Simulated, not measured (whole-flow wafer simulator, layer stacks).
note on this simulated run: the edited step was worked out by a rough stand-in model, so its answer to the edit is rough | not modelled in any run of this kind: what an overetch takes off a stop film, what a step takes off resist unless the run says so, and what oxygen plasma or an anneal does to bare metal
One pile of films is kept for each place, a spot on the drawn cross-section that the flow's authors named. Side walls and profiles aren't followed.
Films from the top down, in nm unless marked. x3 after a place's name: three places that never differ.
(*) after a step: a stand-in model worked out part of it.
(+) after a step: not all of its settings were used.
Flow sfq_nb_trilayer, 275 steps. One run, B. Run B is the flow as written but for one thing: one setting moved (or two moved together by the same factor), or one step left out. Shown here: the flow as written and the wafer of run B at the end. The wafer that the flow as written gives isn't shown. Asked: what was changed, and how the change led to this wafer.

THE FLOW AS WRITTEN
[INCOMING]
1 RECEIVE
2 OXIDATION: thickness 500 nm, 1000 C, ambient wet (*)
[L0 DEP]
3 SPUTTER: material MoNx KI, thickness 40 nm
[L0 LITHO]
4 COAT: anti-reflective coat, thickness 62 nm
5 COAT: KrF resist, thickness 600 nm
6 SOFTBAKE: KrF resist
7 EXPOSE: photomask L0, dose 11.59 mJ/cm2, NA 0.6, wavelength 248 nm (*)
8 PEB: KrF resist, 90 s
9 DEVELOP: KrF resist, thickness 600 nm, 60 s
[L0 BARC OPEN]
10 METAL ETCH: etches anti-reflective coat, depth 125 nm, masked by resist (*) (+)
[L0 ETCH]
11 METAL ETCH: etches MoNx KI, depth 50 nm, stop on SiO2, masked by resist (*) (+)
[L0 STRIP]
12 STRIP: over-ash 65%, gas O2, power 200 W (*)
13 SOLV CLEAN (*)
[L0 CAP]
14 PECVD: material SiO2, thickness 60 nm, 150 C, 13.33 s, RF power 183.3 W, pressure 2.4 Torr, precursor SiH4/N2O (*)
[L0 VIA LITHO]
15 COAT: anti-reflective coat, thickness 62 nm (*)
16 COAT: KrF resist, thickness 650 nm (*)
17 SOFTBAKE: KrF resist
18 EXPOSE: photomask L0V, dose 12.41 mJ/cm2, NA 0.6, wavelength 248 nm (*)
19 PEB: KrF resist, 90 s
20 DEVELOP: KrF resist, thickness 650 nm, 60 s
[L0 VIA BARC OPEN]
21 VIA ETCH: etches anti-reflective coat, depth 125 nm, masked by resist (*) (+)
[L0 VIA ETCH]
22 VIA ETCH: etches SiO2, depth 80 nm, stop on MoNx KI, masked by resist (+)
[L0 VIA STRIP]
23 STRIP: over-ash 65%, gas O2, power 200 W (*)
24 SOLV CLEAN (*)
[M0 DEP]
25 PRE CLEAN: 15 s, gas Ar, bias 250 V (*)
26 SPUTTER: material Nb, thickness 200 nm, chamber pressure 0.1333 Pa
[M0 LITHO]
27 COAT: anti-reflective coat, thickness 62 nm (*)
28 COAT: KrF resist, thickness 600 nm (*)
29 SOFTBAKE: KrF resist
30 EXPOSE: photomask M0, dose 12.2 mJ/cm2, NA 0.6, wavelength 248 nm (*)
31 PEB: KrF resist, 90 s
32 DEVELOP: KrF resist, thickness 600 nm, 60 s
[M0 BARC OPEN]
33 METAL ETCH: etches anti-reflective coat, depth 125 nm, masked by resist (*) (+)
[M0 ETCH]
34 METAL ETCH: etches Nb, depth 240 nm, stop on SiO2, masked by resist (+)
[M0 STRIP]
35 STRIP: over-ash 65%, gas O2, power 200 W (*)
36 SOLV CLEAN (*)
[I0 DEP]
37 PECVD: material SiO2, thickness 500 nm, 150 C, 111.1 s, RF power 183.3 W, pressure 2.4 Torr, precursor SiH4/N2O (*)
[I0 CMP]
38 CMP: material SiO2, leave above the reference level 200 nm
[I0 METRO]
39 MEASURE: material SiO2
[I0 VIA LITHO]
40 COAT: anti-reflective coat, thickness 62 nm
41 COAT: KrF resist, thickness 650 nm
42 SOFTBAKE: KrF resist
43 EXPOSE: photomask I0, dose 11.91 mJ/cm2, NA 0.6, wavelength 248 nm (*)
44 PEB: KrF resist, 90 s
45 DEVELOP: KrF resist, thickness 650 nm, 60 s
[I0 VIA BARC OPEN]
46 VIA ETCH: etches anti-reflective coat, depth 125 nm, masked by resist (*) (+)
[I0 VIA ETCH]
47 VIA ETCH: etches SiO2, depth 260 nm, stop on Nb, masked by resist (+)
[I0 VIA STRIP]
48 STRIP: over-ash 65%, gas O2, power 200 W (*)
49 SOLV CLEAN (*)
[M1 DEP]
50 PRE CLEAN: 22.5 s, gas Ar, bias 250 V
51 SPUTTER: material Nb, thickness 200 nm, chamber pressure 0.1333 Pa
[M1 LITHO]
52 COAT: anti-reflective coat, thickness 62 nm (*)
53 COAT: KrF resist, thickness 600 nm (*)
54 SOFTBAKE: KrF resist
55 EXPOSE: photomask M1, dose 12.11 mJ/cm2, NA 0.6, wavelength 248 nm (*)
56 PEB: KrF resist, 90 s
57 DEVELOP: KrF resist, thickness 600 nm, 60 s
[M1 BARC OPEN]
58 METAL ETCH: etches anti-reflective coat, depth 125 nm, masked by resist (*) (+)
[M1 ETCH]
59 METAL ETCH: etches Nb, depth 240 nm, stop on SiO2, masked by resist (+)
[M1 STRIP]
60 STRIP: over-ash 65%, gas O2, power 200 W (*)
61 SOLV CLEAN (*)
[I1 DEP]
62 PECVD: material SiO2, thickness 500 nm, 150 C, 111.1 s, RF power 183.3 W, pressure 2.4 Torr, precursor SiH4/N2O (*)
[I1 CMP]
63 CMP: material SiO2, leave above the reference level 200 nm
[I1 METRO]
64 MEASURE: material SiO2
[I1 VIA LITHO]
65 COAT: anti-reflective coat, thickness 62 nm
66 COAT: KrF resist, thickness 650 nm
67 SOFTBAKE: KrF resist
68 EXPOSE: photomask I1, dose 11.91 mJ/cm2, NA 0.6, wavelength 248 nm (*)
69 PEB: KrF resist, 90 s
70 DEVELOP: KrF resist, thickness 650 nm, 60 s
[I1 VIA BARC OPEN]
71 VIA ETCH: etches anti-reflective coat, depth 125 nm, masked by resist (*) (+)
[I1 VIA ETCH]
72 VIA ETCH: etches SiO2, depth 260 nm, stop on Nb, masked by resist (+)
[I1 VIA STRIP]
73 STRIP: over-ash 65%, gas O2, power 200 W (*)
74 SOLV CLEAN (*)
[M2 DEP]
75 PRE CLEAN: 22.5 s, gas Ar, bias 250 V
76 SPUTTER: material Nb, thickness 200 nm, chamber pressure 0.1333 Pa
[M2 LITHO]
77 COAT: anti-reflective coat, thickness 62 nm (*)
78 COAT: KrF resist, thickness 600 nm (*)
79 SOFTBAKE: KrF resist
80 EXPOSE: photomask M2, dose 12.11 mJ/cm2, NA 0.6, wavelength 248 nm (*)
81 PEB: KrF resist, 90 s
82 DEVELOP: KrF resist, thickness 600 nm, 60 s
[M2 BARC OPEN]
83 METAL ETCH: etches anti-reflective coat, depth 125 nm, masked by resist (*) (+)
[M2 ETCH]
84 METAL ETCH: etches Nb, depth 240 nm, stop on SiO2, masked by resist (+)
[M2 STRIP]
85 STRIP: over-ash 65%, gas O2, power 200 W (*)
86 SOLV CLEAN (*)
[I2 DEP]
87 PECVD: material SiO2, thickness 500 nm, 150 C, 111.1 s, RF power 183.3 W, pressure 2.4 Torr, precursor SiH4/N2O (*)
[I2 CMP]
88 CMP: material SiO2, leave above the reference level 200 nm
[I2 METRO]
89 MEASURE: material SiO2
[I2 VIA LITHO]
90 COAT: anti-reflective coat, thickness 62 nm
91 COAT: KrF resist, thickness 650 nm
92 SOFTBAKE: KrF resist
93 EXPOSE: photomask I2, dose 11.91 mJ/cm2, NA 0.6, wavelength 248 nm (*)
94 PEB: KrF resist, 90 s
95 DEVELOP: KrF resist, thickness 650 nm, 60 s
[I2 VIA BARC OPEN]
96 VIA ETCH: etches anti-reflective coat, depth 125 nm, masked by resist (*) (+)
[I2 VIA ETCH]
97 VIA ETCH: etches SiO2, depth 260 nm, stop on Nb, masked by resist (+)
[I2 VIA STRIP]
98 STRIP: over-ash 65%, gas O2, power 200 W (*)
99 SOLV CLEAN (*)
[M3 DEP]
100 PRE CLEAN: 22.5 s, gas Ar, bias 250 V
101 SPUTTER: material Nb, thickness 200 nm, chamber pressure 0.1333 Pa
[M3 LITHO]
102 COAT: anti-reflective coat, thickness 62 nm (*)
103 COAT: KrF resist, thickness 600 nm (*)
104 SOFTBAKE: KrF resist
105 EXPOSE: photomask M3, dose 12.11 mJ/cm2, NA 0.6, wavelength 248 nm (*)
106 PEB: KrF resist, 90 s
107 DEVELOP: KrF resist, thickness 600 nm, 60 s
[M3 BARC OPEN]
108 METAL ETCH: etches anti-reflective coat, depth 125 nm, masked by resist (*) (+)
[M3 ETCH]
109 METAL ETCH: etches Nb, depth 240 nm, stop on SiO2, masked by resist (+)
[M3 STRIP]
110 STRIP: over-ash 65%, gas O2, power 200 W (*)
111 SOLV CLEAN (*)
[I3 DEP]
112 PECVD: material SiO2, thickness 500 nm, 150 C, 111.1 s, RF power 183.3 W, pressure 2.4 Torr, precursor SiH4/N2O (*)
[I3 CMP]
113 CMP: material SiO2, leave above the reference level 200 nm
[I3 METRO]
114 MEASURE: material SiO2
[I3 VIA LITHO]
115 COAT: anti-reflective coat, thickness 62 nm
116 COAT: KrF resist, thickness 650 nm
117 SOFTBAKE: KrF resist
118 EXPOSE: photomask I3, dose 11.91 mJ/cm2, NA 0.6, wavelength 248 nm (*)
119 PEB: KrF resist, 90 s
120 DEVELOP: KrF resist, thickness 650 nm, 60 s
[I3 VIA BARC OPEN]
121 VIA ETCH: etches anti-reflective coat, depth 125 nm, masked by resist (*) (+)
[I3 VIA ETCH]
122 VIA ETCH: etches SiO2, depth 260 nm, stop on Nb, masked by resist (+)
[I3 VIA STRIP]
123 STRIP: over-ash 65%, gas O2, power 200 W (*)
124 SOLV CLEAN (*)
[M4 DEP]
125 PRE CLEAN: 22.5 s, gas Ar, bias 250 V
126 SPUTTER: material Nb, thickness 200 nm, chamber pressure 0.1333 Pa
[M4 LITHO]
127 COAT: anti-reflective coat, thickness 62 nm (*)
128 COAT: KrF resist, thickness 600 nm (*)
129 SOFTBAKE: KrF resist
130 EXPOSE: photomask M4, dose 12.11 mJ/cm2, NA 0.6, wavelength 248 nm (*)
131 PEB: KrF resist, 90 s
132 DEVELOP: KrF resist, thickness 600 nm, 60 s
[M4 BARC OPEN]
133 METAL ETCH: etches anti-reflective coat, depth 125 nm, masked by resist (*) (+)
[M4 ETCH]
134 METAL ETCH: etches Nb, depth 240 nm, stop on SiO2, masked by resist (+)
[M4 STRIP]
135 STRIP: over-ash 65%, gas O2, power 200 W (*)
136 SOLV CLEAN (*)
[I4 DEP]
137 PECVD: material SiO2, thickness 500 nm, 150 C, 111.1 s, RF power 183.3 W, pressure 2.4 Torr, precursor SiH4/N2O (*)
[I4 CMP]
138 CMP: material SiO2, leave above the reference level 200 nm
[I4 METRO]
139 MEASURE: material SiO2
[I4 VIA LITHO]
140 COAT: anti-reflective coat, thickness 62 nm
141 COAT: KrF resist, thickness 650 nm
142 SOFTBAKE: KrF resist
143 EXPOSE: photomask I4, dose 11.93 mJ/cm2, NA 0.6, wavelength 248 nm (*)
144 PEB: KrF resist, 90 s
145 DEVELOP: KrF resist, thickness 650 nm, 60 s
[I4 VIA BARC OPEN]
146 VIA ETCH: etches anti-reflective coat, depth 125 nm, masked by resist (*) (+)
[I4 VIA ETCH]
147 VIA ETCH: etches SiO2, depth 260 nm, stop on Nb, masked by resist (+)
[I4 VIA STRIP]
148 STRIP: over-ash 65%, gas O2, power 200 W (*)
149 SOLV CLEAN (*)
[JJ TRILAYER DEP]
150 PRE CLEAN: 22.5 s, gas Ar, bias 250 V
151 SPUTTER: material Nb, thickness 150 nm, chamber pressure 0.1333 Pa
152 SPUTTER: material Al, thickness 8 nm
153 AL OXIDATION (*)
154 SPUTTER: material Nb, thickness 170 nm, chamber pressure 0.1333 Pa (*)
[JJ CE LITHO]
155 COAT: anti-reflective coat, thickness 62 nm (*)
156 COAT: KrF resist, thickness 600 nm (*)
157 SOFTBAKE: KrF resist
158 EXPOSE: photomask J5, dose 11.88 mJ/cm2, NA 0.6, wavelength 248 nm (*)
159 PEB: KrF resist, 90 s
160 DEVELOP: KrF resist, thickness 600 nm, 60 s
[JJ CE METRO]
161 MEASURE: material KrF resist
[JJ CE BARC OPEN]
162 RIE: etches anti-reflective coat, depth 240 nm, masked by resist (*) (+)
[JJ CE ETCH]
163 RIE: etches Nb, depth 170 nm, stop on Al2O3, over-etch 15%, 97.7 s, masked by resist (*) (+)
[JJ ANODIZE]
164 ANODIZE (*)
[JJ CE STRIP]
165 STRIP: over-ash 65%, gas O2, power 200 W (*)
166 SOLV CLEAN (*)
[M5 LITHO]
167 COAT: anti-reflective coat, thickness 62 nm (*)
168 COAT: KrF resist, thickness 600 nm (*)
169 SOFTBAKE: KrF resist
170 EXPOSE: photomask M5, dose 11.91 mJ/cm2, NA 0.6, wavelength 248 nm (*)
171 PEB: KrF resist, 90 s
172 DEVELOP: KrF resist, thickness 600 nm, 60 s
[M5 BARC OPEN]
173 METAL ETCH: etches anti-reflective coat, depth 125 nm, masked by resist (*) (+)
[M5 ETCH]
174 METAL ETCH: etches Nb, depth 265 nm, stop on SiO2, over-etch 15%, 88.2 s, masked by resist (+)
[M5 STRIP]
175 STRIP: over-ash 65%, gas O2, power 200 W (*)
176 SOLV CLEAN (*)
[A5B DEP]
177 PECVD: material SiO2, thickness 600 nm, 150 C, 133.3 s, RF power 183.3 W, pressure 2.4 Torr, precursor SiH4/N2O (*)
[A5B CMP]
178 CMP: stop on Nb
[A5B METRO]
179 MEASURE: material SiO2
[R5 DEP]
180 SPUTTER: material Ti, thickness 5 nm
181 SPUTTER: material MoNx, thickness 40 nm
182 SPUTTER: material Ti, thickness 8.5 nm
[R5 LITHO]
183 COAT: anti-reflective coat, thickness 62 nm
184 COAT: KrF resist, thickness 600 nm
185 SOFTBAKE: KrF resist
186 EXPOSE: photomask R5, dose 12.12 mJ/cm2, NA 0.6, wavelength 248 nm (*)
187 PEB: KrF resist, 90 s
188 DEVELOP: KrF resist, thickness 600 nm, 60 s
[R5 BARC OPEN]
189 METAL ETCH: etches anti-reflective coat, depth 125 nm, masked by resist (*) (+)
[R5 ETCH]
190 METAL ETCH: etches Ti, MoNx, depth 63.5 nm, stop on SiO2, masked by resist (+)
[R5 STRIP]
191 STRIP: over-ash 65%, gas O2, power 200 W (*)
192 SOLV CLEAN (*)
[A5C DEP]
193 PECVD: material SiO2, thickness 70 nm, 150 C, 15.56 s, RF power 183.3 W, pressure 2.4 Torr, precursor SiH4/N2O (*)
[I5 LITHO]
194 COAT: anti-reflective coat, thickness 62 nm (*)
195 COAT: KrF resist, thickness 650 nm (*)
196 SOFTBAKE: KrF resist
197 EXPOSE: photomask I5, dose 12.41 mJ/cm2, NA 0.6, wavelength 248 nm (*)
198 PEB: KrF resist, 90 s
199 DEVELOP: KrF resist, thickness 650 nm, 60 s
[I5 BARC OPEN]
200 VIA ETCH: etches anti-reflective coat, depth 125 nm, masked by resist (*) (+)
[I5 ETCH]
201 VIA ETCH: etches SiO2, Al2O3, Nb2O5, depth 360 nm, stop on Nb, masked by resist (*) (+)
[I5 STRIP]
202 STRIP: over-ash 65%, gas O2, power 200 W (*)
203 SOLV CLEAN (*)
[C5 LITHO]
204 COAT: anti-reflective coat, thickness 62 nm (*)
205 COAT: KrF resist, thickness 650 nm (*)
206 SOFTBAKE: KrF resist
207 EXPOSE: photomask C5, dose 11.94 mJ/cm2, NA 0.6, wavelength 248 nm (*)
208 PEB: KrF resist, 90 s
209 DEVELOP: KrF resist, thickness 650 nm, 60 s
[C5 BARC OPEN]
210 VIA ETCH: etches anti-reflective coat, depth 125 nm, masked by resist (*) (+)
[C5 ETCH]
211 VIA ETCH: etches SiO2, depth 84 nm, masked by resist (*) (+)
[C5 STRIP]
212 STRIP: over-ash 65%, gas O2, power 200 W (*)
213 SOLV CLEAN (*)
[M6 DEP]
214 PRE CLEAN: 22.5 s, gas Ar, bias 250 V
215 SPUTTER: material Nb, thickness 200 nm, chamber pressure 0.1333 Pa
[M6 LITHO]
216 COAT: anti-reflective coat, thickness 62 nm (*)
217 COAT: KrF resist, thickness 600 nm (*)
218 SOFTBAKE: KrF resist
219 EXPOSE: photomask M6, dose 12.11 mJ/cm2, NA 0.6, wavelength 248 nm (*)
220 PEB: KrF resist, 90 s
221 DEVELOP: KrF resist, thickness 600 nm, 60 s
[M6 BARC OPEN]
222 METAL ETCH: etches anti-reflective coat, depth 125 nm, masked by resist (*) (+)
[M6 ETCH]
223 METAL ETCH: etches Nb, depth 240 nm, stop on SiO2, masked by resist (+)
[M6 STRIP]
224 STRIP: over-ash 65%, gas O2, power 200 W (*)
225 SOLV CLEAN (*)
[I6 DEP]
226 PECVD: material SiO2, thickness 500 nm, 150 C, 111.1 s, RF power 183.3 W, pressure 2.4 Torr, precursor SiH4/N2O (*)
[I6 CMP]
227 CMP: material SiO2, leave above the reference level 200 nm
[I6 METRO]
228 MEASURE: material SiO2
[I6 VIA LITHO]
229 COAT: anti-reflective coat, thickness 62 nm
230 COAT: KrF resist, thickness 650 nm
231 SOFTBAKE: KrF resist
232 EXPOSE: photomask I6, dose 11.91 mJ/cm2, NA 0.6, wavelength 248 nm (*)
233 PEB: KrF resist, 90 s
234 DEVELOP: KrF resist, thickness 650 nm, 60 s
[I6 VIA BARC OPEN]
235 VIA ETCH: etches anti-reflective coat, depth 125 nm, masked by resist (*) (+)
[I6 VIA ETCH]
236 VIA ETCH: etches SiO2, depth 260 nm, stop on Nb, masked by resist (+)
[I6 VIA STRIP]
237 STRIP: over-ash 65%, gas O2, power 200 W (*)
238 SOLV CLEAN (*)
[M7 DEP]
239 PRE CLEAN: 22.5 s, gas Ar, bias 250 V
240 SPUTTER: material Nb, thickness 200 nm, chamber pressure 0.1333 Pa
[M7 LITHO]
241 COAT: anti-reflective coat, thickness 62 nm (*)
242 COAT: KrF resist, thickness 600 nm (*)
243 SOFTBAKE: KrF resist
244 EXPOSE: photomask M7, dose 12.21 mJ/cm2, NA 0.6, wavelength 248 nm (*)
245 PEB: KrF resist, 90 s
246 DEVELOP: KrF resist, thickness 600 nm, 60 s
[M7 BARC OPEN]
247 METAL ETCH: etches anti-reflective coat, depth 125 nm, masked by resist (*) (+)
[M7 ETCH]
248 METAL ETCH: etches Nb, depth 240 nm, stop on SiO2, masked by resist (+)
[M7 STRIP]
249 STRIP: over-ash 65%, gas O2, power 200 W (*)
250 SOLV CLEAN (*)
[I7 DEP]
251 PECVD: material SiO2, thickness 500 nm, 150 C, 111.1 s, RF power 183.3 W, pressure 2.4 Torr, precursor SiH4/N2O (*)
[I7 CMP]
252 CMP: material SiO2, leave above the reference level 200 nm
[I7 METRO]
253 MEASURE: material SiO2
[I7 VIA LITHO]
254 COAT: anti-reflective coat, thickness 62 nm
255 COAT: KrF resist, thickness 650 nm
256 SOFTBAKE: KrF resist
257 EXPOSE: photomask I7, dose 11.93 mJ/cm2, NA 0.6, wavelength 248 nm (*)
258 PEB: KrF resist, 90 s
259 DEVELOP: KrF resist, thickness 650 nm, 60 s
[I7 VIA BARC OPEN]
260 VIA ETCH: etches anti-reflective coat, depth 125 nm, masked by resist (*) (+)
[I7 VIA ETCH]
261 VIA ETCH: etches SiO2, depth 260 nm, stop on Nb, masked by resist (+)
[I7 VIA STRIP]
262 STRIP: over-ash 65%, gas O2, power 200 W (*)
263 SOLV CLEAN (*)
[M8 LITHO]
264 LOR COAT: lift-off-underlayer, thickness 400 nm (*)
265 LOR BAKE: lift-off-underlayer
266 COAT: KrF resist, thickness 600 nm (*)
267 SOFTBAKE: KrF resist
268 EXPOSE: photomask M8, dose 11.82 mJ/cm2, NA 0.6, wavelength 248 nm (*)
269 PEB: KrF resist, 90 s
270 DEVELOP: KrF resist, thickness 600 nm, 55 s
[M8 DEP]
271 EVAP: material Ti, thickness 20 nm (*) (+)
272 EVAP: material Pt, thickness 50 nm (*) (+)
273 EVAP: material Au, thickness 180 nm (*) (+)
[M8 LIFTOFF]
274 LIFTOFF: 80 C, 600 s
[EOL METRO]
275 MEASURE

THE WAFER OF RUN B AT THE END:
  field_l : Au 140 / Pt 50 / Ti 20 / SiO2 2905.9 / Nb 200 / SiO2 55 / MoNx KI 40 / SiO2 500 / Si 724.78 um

The cause: step 273, EVAP: thickness 140 nm was run, where the flow has thickness 180 nm.
It can be read off the wafer: field_l has Au 140, and step 273 as written asks for 180 nm.

How the change led to this, step by step:
  273 EVAP: material Au, thickness 180 nm (*) (+)
      field_l, v_sur, via_wl and 103 more: Au +140 (new film) (as written it would be: Au +180 (new film))
  274 LIFTOFF: 80 C, 600 s
      p4_fl, p4_fm, p4_w1 and 71 more: Au -140 (all of it), Pt -50 (all of it), Ti -20 (all of it), KrF resist -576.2 (all of it), lift-off-underlayer -400 (all of it) (as written it would be: Au -180 (all of it), Pt -50 (all of it), Ti -20 (all of it), KrF resist -576.2 (all of it), lift-off-underlayer -400 (all of it))
      c5j, ce_r: Au -140 (all of it), Pt -50 (all of it), Ti -20 (all of it), KrF resist -573.3 (all of it), lift-off-underlayer -399.3 (all of it) (as written it would be: Au -180 (all of it), Pt -50 (all of it), Ti -20 (all of it), KrF resist -573.3 (all of it), lift-off-underlayer -399.3 (all of it))
      (and at 19 more places)
